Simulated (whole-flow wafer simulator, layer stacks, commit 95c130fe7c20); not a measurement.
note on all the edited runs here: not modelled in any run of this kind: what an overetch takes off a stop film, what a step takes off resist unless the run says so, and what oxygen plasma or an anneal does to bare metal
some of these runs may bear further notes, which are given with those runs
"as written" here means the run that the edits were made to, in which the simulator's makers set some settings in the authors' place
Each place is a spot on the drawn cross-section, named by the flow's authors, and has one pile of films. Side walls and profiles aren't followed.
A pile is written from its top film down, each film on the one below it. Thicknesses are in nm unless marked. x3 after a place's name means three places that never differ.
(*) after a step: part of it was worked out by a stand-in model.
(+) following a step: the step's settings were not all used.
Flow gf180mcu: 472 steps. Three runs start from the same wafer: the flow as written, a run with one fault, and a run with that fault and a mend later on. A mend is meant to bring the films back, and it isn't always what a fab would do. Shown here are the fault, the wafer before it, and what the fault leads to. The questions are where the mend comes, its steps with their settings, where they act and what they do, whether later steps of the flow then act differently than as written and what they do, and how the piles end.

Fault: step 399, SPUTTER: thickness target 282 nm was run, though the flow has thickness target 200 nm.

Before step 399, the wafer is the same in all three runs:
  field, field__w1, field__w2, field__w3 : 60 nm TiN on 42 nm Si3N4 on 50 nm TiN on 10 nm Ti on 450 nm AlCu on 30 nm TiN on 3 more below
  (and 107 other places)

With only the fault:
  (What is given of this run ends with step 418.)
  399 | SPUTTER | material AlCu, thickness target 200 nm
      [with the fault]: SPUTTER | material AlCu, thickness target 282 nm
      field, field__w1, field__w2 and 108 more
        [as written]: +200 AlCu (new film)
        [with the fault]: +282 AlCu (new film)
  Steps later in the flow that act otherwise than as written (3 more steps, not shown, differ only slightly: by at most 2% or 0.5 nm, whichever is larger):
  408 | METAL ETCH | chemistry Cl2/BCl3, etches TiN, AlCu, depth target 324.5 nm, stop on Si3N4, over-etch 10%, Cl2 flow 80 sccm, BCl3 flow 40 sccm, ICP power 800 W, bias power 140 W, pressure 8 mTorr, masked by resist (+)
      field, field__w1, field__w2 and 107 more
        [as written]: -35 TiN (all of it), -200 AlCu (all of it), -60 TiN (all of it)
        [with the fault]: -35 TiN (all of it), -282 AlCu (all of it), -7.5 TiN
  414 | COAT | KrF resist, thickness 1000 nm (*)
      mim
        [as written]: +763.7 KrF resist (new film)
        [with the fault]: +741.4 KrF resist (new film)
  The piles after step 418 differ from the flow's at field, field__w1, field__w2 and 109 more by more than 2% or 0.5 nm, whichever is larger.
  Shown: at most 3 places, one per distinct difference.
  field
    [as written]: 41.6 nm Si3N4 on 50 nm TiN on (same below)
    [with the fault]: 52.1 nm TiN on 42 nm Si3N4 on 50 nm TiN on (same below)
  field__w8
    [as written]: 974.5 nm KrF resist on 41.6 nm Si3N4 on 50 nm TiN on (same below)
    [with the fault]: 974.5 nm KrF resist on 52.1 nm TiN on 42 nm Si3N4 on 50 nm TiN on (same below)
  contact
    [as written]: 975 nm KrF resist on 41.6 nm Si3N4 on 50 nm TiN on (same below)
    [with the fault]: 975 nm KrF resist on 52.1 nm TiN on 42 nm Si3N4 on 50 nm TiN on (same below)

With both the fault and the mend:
  After step 399 comes the mend.
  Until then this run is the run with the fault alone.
  399a | METAL ETCH | chemistry Cl2/BCl3, etches TiN, AlCu, Ti, depth target 82 nm, Cl2 flow 80 sccm, BCl3 flow 40 sccm, ICP power 800 W, bias power 140 W, pressure 8 mTorr (the flow's step 260, run once more with other settings)
      field, field__w1, field__w2 and 108 more
        -82 AlCu
  None of the later steps of the flow acts differently than as written at any place that is followed.
  By the end, the piles equal the flow's at every place that both follow.
